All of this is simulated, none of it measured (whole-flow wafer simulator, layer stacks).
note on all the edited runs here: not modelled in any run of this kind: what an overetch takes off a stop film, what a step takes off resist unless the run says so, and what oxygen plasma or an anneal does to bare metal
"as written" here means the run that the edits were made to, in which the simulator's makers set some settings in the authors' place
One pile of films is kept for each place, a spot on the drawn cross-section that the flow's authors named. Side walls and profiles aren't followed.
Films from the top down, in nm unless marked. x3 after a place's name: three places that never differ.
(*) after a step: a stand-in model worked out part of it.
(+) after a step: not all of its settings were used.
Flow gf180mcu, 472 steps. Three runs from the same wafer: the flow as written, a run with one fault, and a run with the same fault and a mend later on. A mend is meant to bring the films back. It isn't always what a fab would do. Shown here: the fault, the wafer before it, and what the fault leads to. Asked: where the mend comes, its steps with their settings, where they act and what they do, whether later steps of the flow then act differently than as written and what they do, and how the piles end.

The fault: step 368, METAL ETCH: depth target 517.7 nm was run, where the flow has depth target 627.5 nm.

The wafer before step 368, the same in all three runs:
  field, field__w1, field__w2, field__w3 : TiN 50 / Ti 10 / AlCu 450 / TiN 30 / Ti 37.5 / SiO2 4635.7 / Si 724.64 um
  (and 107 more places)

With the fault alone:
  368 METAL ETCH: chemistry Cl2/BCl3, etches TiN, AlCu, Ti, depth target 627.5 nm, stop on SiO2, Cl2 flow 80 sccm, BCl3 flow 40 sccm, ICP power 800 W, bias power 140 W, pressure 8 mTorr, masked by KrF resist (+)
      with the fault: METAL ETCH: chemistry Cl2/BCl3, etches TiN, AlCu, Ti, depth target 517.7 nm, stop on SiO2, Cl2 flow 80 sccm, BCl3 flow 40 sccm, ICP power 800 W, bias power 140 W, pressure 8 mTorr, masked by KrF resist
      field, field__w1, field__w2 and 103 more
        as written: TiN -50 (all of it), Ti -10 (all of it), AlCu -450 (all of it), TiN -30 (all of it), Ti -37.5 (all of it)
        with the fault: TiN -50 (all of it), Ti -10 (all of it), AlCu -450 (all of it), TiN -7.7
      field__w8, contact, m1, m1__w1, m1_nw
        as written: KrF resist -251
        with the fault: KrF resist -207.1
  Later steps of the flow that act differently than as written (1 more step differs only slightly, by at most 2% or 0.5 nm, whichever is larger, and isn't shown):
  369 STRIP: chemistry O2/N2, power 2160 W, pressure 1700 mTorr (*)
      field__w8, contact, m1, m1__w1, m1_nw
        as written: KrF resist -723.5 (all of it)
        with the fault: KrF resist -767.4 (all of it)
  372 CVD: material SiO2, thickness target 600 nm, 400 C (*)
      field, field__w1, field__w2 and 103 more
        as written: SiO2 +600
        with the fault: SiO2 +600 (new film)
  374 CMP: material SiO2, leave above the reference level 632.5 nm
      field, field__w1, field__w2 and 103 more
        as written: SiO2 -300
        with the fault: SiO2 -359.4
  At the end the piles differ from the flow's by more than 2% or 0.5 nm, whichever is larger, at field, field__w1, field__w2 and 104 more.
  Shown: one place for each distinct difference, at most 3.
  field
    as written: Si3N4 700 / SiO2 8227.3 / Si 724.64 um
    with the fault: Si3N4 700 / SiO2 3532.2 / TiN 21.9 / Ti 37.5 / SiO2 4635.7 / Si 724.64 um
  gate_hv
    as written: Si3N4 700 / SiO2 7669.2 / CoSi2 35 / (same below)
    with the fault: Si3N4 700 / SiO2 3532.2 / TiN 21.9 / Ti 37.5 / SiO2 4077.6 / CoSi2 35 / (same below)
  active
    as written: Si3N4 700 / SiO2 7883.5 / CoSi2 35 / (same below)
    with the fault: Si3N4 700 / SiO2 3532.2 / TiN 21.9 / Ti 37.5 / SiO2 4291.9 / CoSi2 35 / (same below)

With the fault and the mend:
  The mend comes after step 368.
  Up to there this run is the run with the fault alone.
  368a METAL ETCH: chemistry Cl2/BCl3, etches TiN, AlCu, Ti, depth target 109.8 nm, stop on SiO2, Cl2 flow 80 sccm, BCl3 flow 40 sccm, ICP power 800 W, bias power 140 W, pressure 8 mTorr, masked by KrF resist (+) (the flow's step 368 once more, with other settings)
      field, field__w1, field__w2 and 103 more
        TiN -22.3 (all of it), Ti -37.5 (all of it)
      field__w8, contact, m1, m1__w1, m1_nw
        KrF resist -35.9
  No later step of the flow acts differently than as written, at any place that is followed, by more than 2% or 0.5 nm, whichever is larger.
  At the end the piles are the same as the flow's at every place that both follow.
